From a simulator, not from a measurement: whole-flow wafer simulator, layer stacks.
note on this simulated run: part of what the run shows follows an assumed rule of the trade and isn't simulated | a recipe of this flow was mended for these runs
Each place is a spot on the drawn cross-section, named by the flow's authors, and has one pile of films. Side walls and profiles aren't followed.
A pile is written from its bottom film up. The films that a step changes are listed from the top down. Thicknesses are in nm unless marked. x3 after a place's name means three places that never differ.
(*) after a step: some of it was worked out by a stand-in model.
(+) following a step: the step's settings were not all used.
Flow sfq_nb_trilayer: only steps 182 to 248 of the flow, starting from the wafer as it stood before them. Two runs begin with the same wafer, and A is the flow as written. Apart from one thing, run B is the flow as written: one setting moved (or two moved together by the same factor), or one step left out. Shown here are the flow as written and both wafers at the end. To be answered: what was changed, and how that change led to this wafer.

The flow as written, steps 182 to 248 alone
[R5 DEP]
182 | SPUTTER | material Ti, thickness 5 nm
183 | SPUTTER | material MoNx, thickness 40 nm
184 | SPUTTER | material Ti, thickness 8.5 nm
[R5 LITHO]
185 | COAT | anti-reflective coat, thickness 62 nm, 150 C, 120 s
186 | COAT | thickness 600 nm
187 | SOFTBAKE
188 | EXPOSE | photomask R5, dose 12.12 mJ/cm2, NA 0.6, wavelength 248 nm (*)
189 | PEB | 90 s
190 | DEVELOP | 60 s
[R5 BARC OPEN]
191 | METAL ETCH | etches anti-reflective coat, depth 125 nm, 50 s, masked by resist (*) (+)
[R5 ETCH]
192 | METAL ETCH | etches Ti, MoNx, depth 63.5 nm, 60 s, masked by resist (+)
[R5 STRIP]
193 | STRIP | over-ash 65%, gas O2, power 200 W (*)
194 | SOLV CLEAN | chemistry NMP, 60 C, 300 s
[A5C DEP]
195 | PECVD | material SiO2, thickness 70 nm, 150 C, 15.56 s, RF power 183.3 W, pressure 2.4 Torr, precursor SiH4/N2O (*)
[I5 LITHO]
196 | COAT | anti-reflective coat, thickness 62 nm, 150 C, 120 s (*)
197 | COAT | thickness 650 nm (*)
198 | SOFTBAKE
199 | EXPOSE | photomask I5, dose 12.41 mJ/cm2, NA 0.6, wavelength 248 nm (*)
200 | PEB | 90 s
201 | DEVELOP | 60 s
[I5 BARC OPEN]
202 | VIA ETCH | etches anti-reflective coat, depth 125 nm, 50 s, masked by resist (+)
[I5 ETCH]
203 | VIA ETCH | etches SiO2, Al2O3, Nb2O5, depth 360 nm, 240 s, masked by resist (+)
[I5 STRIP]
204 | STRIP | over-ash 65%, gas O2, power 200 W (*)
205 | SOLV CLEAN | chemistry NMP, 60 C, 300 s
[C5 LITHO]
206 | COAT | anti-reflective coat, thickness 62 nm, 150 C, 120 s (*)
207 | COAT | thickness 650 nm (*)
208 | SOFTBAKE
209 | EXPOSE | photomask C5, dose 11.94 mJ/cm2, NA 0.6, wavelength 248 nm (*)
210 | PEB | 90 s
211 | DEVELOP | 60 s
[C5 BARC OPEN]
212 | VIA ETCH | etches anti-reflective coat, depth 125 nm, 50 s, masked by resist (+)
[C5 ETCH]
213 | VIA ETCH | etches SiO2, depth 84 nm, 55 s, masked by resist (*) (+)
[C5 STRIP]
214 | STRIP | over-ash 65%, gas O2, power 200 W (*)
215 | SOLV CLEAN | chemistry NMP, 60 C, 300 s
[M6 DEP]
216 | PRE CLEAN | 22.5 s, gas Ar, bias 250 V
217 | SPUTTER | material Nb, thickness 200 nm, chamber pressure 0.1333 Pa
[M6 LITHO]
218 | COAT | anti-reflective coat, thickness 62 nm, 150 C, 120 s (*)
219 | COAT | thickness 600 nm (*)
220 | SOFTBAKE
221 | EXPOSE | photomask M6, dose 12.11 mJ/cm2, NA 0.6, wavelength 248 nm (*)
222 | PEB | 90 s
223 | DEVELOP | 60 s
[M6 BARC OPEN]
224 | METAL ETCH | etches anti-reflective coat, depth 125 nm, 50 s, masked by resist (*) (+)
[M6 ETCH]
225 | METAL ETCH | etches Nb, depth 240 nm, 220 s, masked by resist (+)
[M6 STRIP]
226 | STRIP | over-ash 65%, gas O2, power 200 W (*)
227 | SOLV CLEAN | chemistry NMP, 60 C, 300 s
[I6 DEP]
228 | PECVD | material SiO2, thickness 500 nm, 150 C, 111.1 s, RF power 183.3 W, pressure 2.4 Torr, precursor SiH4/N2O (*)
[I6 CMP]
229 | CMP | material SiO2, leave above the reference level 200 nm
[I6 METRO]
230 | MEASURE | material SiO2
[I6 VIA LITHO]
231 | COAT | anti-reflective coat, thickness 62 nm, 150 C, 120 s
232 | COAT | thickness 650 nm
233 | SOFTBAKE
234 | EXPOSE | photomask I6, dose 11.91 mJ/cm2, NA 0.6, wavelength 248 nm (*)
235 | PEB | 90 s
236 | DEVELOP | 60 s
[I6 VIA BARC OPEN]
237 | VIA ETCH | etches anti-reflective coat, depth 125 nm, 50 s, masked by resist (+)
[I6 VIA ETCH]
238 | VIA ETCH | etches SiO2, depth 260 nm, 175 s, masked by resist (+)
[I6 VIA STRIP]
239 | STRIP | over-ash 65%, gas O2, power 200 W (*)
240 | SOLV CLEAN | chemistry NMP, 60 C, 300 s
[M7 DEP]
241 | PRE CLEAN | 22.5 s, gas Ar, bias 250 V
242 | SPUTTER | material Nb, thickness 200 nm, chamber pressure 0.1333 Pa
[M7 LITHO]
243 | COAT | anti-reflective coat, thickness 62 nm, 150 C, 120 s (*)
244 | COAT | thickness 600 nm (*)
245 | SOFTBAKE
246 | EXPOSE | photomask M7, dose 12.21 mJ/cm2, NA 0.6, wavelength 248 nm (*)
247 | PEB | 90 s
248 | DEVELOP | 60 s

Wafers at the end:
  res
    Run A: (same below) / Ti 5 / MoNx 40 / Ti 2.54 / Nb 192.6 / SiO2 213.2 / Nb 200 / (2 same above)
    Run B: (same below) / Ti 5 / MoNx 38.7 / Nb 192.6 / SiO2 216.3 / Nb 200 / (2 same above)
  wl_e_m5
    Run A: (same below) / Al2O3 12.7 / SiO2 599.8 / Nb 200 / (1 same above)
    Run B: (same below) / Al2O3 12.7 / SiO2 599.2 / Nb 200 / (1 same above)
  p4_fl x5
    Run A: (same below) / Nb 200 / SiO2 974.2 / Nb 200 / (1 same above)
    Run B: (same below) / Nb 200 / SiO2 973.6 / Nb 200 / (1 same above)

What caused this: step 184, SPUTTER: thickness 4.675 nm was run, while the flow as written has thickness 8.5 nm.

The path from the change to this, step by step:
  184 | SPUTTER | material Ti, thickness 8.5 nm
      field_l, v_sur, via_wl and 103 more: A +8.5 Ti (new film) | B +4.67 Ti (new film)
  192 | METAL ETCH | etches Ti, MoNx, depth 63.5 nm, 60 s, masked by resist (+)
      field_l, v_sur, via_wl and 92 more: A -8.5 Ti (all of it), -40 MoNx (all of it), -5 Ti (all of it), -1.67 SiO2 | B -4.67 Ti (all of it), -40 MoNx (all of it), -5 Ti (all of it), -2.3 SiO2
      ce_l, c5j, ce_r, wl_jj: A -8.5 Ti (all of it), -40 MoNx (all of it), -5 Ti (all of it), -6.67 Nb | B -4.67 Ti (all of it), -40 MoNx (all of it), -5 Ti (all of it), -9.22 Nb
  196 | COAT | anti-reflective coat, thickness 62 nm, 150 C, 120 s (*)
      r5r_line_l, r5r_line_c, r5r_line_r: A +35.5 anti-reflective coat (new film) | B +37 anti-reflective coat (new film)
      sp_r: A +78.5 anti-reflective coat (new film) | B +76.9 anti-reflective coat (new film)
      (also at 1 further place)
  204 | STRIP | over-ash 65%, gas O2, power 200 W (*)
      r5r_line_l, r5r_line_c, r5r_line_r: A -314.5 KrF-resist-other-grade (all of it), -35.5 anti-reflective coat (all of it) | B -314.6 KrF-resist-other-grade (all of it), -37 anti-reflective coat (all of it)
      sp_r: A -314.1 KrF-resist-other-grade (all of it), -78.5 anti-reflective coat (all of it) | B -314.4 KrF-resist-other-grade (all of it), -76.9 anti-reflective coat (all of it)
      (also at 1 further place)
  206 | COAT | anti-reflective coat, thickness 62 nm, 150 C, 120 s (*)
      r5r_line_l, r5r_line_c, r5r_line_r: A +35.5 anti-reflective coat (new film) | B +37 anti-reflective coat (new film)
      sp_r: A +78.6 anti-reflective coat (new film) | B +77 anti-reflective coat (new film)
      (also at 1 further place)
  214 | STRIP | over-ash 65%, gas O2, power 200 W (*)
      r5r_line_l, r5r_line_c, r5r_line_r: A -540 KrF-resist-other-grade (all of it), -35.5 anti-reflective coat (all of it) | B -540.1 KrF-resist-other-grade (all of it), -37 anti-reflective coat (all of it)
      sp_r: A -537.9 KrF-resist-other-grade (all of it), -78.6 anti-reflective coat (all of it) | B -538.3 KrF-resist-other-grade (all of it), -77 anti-reflective coat (all of it)
      (also at 1 further place)
  216 | PRE CLEAN | 22.5 s, gas Ar, bias 250 V
      res: A -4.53 Ti | B -3.24 Ti (all of it), -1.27 MoNx
  218 | COAT | anti-reflective coat, thickness 62 nm, 150 C, 120 s (*)
      r5r_line_l, r5r_line_c, r5r_line_r: A +37.1 anti-reflective coat (new film) | B +38.4 anti-reflective coat (new film)
      ce_l: A +56.7 anti-reflective coat (new film) | B +58.3 anti-reflective coat (new film)
      (also at 2 further places)
  224 | METAL ETCH | etches anti-reflective coat, depth 125 nm, 50 s, masked by resist (*) (+)
      r5r_line_l, r5r_line_c, r5r_line_r: A -37.1 anti-reflective coat (all of it) | B -38.4 anti-reflective coat (all of it)
  226 | STRIP | over-ash 65%, gas O2, power 200 W (*)
      ce_l: A -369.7 KrF-resist-other-grade (all of it), -56.7 anti-reflective coat (all of it) | B -369.5 KrF-resist-other-grade (all of it), -58.3 anti-reflective coat (all of it)
      sp_r: A -365.4 KrF-resist-other-grade (all of it), -66.9 anti-reflective coat (all of it) | B -365.7 KrF-resist-other-grade (all of it), -65.5 anti-reflective coat (all of it)
      (also at 1 further place)
  229 | CMP | material SiO2, leave above the reference level 200 nm
      r5r_line_l, r5r_spacepad_l, r5r_spacepad_r, r5r_line_c, r5r_line_r: A -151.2 SiO2 | B -148 SiO2
